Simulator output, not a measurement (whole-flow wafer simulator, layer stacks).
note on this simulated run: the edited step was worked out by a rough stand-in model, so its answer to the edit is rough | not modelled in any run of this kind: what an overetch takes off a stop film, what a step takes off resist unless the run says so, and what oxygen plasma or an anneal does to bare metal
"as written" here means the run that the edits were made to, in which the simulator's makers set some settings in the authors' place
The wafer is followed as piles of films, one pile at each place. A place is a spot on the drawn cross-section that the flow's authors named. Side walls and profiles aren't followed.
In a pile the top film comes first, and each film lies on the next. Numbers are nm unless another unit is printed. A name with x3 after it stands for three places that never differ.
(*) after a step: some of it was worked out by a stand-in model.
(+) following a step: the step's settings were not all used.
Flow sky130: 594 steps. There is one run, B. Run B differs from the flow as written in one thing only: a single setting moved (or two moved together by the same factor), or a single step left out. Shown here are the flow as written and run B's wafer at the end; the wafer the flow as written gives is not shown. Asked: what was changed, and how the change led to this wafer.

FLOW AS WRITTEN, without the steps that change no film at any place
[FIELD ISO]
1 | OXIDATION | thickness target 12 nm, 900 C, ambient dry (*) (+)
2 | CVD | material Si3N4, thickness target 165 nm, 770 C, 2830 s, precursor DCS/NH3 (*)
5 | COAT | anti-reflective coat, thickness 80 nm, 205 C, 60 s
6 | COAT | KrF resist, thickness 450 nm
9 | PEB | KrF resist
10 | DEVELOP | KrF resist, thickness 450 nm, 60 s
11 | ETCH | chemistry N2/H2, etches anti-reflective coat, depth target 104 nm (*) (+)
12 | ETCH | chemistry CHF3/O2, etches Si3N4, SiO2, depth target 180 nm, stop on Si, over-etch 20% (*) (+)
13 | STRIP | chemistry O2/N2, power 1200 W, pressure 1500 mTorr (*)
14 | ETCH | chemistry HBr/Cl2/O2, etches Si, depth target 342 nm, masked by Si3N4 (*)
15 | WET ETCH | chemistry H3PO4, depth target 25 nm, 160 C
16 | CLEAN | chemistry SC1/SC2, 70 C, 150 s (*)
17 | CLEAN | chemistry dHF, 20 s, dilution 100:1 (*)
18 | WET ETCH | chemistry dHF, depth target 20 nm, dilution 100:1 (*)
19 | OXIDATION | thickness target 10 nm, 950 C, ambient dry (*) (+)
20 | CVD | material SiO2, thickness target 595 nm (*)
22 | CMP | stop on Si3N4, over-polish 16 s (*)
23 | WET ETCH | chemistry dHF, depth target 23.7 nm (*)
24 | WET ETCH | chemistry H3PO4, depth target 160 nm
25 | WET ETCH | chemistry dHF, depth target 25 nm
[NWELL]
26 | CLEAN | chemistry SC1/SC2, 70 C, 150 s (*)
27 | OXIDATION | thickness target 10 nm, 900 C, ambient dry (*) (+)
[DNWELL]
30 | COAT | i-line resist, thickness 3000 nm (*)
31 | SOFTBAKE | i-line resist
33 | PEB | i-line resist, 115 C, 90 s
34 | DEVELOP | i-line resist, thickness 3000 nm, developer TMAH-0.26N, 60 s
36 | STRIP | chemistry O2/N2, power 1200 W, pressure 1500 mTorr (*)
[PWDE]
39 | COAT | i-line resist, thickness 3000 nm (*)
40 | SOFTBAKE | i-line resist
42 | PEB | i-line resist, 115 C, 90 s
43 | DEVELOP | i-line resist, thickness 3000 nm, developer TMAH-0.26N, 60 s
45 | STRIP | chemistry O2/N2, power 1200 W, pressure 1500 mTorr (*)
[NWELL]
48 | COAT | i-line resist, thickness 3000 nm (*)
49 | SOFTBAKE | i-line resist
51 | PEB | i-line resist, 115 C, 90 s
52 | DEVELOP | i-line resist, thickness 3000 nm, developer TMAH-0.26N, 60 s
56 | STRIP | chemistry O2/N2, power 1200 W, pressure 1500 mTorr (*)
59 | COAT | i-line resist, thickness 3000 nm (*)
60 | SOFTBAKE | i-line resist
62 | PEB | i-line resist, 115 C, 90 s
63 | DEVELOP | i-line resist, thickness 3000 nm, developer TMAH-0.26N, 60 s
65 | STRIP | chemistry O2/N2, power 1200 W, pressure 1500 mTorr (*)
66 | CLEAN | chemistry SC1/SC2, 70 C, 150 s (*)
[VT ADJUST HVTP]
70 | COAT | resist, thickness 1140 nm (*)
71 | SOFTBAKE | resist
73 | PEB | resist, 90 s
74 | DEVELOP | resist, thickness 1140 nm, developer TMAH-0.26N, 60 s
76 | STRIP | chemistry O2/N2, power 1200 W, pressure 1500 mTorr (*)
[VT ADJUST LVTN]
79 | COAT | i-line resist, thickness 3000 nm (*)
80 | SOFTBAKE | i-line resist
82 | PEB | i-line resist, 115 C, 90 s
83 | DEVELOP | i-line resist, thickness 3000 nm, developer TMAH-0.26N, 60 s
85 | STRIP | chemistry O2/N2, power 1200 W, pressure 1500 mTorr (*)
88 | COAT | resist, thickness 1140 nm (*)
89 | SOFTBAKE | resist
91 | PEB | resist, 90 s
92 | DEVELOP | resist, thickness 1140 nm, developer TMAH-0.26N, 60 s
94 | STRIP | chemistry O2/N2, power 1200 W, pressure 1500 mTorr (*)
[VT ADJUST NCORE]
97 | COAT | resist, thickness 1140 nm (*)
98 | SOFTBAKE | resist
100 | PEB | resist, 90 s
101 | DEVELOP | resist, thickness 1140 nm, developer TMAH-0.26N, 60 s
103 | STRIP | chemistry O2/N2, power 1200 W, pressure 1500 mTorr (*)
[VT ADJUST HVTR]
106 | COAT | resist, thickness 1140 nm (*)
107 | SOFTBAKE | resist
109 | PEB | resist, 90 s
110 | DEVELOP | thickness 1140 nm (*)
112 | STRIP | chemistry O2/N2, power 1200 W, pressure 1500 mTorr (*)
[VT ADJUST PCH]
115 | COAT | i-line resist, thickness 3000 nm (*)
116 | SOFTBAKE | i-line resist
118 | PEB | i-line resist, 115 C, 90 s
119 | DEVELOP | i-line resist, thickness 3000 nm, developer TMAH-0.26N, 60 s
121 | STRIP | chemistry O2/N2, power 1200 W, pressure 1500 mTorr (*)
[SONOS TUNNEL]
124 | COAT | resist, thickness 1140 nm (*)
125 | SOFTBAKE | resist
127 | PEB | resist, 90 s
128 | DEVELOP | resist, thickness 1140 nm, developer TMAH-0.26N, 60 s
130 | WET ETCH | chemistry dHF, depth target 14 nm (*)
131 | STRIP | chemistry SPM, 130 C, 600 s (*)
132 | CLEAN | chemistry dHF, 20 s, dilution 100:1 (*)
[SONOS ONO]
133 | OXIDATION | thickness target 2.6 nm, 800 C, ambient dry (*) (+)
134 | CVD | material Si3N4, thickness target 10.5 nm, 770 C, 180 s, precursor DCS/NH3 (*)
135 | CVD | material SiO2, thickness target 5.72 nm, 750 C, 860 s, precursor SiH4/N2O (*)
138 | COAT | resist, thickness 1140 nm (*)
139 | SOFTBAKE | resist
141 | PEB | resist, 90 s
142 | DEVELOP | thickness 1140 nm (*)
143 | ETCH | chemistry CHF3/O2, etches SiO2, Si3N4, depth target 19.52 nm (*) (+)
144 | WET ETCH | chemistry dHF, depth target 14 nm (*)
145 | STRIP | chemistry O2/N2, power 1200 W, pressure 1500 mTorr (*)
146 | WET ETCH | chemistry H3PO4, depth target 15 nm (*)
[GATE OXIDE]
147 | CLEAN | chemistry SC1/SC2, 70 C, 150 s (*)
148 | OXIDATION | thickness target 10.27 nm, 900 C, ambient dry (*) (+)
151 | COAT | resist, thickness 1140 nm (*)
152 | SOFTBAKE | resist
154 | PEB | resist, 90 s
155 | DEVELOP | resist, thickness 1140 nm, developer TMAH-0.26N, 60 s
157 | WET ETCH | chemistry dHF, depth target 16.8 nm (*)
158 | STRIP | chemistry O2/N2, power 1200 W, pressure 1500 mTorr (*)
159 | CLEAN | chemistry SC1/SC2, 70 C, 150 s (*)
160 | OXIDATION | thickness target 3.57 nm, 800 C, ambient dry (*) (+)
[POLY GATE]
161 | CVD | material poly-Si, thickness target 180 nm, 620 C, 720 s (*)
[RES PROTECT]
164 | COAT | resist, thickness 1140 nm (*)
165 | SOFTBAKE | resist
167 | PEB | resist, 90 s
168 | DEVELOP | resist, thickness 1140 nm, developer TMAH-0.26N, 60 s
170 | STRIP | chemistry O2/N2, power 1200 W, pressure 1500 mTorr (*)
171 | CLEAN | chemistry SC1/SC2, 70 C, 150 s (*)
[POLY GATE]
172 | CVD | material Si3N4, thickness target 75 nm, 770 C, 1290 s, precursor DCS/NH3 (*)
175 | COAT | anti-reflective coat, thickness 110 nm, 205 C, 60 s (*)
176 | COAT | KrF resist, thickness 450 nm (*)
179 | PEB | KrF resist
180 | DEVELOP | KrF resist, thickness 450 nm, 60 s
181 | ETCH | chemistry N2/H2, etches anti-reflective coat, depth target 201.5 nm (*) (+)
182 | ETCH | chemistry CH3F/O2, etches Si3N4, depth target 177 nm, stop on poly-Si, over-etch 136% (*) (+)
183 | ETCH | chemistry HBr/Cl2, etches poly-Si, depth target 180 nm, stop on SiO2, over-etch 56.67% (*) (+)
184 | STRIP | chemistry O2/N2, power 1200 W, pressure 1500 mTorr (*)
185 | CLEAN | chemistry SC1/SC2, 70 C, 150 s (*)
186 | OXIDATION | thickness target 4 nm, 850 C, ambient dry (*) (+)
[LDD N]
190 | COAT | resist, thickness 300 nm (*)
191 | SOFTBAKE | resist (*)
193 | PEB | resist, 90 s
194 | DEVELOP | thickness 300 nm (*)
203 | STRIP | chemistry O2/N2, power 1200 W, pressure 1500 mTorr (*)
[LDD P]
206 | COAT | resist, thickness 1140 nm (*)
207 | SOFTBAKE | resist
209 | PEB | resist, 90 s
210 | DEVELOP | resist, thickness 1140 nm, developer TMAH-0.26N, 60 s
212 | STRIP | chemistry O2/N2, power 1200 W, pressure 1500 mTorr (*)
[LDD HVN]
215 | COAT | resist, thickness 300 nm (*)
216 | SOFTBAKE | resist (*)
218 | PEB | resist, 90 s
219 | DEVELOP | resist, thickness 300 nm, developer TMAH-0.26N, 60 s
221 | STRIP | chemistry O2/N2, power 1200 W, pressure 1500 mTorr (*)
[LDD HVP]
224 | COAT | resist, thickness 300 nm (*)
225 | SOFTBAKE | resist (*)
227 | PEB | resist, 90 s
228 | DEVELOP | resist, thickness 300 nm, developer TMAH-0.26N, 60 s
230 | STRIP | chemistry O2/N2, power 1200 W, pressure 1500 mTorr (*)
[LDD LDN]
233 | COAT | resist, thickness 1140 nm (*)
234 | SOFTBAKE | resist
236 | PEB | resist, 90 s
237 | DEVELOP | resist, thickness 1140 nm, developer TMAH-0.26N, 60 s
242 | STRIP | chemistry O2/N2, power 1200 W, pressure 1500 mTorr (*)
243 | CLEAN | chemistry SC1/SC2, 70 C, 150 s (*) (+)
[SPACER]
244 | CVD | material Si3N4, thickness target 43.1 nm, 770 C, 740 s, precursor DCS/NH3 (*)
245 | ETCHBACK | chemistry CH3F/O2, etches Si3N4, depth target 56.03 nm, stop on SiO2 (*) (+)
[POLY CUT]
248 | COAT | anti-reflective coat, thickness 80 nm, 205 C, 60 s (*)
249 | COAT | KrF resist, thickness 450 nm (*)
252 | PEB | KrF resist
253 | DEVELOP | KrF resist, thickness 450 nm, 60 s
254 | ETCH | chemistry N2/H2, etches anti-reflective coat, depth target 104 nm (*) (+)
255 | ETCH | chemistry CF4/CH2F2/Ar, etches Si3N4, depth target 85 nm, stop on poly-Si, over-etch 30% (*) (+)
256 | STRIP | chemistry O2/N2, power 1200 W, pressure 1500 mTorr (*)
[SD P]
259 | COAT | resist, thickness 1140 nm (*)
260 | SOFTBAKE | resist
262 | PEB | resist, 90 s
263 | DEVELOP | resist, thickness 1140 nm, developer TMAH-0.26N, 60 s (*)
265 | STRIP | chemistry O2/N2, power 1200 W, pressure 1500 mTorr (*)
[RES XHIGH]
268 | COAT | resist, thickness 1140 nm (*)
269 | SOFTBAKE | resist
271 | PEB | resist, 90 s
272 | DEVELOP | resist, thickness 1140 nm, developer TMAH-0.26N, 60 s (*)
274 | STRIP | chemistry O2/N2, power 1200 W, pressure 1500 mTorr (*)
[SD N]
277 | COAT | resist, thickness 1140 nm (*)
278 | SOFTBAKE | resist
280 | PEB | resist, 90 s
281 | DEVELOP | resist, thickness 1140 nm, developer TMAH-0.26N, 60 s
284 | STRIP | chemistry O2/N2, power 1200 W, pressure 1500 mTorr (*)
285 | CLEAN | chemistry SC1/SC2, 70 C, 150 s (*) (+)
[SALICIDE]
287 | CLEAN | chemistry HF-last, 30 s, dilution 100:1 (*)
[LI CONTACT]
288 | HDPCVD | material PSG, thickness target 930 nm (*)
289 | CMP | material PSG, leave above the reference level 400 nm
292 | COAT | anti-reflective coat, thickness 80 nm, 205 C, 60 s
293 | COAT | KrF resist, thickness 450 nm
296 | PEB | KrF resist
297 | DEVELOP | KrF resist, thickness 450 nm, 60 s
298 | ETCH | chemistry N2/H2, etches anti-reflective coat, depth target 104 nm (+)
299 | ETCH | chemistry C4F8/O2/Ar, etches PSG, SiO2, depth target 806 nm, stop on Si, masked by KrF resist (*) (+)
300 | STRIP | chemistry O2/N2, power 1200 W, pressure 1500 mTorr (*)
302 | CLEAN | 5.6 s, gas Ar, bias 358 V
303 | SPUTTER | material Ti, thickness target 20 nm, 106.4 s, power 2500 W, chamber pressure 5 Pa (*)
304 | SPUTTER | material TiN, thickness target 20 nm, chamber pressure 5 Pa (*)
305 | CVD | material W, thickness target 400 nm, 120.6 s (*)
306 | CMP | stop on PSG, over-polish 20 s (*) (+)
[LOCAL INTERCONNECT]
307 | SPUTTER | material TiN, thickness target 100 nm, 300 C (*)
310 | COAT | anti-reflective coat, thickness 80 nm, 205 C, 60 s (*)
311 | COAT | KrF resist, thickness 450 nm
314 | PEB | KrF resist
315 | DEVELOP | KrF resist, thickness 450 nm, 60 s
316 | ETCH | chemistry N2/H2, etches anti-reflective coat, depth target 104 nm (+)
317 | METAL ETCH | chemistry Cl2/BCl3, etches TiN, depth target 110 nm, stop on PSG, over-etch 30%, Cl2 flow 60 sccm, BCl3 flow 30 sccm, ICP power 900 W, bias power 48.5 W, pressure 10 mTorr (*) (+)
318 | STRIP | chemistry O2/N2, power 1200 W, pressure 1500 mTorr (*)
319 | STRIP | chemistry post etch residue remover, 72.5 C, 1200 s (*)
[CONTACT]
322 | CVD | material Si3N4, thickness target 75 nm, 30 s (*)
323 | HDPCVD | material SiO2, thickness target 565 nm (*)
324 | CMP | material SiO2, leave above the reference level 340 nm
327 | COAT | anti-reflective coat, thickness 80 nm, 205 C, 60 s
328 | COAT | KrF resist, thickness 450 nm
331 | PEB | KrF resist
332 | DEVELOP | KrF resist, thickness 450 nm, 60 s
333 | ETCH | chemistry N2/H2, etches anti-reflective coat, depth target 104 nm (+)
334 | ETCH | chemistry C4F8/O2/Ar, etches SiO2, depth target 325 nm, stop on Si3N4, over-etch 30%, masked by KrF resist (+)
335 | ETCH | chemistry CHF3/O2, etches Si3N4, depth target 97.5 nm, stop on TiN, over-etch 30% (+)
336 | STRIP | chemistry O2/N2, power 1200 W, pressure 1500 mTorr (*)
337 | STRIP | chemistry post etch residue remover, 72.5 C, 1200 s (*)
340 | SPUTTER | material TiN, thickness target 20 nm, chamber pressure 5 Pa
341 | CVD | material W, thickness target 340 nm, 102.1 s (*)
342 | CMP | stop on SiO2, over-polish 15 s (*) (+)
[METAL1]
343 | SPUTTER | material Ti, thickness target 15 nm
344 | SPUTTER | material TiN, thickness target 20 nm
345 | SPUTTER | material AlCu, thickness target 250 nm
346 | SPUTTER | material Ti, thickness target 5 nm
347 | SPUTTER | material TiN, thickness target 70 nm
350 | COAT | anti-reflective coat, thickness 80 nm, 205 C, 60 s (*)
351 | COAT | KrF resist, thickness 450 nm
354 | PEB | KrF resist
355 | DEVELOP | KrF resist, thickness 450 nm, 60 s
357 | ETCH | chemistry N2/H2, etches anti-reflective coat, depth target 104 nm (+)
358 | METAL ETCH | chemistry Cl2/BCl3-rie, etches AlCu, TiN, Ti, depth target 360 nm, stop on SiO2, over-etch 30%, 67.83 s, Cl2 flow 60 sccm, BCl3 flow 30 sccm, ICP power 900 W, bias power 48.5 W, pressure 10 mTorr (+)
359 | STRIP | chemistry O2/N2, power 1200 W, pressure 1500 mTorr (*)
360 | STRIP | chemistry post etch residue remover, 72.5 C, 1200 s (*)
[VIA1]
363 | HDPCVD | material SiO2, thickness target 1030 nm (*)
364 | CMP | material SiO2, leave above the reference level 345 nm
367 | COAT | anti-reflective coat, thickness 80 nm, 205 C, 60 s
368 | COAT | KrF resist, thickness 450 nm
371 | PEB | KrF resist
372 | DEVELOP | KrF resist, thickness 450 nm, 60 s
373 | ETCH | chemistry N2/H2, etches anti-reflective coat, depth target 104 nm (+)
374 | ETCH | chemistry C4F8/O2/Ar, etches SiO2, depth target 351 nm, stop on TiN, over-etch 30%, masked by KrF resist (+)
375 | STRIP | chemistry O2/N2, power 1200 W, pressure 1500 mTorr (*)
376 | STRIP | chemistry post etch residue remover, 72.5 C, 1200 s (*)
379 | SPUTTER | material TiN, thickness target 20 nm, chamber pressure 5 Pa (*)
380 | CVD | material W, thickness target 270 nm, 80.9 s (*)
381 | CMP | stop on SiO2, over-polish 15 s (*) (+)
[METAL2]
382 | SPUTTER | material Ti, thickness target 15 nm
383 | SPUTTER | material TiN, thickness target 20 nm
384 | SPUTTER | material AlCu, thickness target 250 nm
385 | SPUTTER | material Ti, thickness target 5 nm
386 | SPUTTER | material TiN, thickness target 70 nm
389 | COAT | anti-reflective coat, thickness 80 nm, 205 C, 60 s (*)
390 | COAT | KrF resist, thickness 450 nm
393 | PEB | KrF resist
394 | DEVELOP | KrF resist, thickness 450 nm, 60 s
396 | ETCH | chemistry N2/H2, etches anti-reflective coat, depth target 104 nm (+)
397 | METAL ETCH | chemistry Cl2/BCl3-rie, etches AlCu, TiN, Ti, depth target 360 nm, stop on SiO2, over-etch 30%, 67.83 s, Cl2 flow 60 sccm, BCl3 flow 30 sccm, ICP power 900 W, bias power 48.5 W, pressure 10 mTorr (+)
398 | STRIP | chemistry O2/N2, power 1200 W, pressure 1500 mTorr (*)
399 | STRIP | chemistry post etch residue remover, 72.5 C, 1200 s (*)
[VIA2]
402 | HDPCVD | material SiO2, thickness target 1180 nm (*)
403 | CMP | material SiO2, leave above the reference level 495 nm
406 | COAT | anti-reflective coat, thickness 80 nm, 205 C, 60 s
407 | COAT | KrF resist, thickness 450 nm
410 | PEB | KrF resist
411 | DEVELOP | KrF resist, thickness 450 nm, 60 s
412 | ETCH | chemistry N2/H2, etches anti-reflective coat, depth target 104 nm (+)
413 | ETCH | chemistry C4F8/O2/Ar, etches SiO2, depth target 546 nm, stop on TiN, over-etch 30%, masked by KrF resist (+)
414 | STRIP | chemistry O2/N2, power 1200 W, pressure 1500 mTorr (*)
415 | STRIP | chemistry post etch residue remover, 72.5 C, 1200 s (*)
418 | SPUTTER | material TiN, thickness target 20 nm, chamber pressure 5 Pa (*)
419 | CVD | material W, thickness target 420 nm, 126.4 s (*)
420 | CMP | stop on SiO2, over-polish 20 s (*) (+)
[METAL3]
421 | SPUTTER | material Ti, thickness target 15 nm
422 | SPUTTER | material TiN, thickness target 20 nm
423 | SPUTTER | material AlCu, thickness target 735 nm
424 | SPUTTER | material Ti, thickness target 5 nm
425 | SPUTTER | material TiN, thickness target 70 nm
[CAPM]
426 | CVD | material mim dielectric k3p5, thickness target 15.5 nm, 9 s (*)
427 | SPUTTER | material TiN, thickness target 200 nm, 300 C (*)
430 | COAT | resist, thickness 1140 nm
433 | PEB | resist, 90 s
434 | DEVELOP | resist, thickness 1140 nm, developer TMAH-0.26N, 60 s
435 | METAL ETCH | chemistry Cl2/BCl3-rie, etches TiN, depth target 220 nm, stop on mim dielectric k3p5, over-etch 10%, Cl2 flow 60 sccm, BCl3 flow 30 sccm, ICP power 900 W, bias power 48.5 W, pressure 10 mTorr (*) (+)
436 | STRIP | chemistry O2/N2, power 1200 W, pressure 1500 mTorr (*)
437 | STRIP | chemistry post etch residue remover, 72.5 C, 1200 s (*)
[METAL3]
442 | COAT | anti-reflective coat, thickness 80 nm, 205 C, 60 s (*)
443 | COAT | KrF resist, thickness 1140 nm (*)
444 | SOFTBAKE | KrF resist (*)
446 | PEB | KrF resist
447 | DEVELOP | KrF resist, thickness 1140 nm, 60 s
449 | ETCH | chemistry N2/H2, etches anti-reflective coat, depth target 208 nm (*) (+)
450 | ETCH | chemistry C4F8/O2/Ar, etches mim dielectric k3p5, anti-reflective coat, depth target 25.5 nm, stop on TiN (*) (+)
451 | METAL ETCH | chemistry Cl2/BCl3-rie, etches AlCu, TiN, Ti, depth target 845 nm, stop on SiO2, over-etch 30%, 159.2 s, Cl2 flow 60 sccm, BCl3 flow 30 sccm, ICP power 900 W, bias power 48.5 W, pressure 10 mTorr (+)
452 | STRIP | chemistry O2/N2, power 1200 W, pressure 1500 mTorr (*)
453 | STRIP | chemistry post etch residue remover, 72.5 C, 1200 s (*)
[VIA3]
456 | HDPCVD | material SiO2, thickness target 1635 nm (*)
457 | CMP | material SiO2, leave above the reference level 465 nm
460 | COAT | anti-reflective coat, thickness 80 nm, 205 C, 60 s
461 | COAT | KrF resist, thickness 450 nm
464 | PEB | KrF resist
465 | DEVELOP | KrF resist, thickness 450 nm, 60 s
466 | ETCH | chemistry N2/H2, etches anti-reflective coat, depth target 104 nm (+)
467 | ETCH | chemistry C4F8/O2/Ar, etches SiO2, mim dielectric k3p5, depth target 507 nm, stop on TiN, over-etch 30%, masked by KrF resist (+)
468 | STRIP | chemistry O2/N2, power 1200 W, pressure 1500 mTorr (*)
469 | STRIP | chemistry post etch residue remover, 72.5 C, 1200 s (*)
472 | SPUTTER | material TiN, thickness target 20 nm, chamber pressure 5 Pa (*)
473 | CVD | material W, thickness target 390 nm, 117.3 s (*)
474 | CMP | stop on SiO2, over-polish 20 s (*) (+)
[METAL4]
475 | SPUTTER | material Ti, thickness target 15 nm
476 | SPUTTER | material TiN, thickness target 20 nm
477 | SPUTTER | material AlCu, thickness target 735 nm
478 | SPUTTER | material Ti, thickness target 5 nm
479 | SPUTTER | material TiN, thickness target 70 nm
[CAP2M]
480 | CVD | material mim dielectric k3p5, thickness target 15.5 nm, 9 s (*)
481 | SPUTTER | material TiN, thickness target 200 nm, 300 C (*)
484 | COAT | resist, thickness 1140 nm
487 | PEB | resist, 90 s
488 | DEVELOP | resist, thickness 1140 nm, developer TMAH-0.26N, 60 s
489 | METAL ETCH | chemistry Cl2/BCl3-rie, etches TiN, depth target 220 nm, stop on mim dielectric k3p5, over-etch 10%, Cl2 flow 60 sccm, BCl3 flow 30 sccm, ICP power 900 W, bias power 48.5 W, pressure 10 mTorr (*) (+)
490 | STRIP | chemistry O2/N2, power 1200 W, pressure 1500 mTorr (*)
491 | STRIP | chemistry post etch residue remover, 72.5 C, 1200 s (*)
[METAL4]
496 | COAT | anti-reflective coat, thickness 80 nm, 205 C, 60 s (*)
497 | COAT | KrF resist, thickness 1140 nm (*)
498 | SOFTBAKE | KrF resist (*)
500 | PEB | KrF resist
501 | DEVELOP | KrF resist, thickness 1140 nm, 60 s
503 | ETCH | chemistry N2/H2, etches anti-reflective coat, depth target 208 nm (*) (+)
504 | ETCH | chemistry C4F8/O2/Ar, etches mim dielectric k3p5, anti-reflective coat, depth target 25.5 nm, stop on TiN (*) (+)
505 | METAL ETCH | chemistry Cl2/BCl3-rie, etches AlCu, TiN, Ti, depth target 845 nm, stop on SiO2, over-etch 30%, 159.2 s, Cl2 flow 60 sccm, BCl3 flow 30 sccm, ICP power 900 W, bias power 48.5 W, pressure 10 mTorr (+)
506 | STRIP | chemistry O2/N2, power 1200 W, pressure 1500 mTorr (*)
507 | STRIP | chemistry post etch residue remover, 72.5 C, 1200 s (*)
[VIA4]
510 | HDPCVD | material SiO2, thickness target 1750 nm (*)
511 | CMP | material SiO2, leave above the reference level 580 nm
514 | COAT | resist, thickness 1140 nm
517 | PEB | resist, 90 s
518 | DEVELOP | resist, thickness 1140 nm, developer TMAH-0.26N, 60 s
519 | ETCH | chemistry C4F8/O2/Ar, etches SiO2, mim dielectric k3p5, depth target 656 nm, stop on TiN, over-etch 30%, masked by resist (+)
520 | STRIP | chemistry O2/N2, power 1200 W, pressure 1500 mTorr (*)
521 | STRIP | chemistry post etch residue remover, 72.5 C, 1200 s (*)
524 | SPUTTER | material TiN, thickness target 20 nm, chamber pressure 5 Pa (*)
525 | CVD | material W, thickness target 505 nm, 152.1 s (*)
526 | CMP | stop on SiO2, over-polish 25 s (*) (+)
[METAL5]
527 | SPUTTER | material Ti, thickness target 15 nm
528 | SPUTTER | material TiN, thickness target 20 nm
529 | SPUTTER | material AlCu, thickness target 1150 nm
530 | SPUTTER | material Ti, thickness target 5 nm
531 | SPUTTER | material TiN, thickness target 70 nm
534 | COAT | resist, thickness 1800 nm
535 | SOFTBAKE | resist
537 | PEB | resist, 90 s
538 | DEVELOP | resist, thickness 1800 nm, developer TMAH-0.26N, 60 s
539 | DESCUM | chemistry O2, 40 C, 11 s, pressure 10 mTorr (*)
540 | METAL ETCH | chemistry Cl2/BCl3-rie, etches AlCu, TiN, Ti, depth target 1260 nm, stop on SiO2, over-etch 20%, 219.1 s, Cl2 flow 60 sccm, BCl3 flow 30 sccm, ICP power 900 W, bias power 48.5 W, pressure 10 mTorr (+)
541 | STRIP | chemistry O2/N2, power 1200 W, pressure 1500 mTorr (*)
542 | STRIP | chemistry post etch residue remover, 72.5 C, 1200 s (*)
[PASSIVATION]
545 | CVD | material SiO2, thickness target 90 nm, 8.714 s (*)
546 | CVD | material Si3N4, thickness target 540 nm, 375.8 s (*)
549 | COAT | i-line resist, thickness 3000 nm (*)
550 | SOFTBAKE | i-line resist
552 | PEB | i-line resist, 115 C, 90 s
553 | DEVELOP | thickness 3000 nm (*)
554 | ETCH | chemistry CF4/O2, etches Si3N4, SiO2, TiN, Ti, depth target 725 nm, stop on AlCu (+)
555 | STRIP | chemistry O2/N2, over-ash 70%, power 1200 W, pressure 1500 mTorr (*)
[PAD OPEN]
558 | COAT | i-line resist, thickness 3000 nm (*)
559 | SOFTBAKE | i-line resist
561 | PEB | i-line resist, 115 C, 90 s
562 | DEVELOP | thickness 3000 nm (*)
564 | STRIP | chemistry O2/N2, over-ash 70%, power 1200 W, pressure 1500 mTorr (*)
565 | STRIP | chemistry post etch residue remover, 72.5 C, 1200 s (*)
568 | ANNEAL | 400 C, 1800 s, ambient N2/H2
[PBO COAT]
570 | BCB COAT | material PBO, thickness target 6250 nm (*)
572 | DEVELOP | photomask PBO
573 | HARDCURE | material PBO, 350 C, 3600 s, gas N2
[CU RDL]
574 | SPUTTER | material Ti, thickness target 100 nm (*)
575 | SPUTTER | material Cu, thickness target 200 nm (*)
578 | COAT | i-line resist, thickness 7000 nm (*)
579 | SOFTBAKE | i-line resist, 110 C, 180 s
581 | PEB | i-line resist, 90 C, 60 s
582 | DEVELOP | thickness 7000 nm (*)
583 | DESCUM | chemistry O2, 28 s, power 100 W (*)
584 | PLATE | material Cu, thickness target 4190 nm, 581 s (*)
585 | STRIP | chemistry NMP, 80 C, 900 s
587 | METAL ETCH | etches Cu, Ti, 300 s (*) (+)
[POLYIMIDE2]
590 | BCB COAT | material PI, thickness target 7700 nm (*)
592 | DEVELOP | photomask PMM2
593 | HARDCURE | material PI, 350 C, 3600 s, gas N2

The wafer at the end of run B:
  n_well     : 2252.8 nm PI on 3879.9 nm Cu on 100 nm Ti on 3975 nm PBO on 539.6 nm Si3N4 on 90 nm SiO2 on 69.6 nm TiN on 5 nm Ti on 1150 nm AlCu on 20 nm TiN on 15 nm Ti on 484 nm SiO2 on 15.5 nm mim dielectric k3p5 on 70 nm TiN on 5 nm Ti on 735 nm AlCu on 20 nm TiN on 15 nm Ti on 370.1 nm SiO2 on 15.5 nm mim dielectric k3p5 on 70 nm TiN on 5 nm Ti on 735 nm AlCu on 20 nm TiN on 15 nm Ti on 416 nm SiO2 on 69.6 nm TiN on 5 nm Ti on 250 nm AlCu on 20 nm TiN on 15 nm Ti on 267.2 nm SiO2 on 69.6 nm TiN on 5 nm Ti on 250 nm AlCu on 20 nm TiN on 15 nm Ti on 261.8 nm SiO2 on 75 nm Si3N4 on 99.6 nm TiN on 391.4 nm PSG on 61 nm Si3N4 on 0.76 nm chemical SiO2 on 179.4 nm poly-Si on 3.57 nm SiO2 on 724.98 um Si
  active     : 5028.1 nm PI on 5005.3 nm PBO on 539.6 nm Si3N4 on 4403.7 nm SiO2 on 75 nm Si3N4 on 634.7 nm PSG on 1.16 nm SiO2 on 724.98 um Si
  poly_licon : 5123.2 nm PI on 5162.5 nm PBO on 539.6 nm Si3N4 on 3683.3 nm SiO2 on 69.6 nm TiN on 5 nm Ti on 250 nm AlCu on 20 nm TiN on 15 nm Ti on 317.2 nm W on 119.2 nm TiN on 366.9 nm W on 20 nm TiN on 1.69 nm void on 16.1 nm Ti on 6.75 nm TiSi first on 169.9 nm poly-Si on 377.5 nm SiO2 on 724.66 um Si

Cause: step 575, SPUTTER: thickness target 80 nm was run, whereas the flow has thickness target 200 nm.

Step by step, how the change led to this:
  575 | SPUTTER | material Cu, thickness target 200 nm (*)
      field, active, n_well and 190 more: +80 Cu (new film) (as written it would have been: +200 Cu (new film))
  579 | SOFTBAKE | i-line resist, 110 C, 180 s
      hv_encl: -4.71 i-line resist (as written it would have been: -2.19 i-line resist)
  587 | METAL ETCH | etches Cu, Ti, 300 s (*) (+)
      field, active, gate and 167 more: -80 Cu (all of it), -100 Ti (all of it) (as written it would have been: -200 Cu (all of it), -100 Ti (all of it))
  590 | BCB COAT | material PI, thickness target 7700 nm (*)
      n_well, p_well, sd_n, sd_p: +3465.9 PI (new film) (as written it would have been: +3345.9 PI (new film))
      mim: +3755.4 PI (new film) (as written it would have been: +3640.8 PI (new film))
      (as well as at 14 more places)
  593 | HARDCURE | material PI, 350 C, 3600 s, gas N2
      n_well, p_well, sd_n, sd_p: -1213.1 PI (as written it would have been: -1171.1 PI)
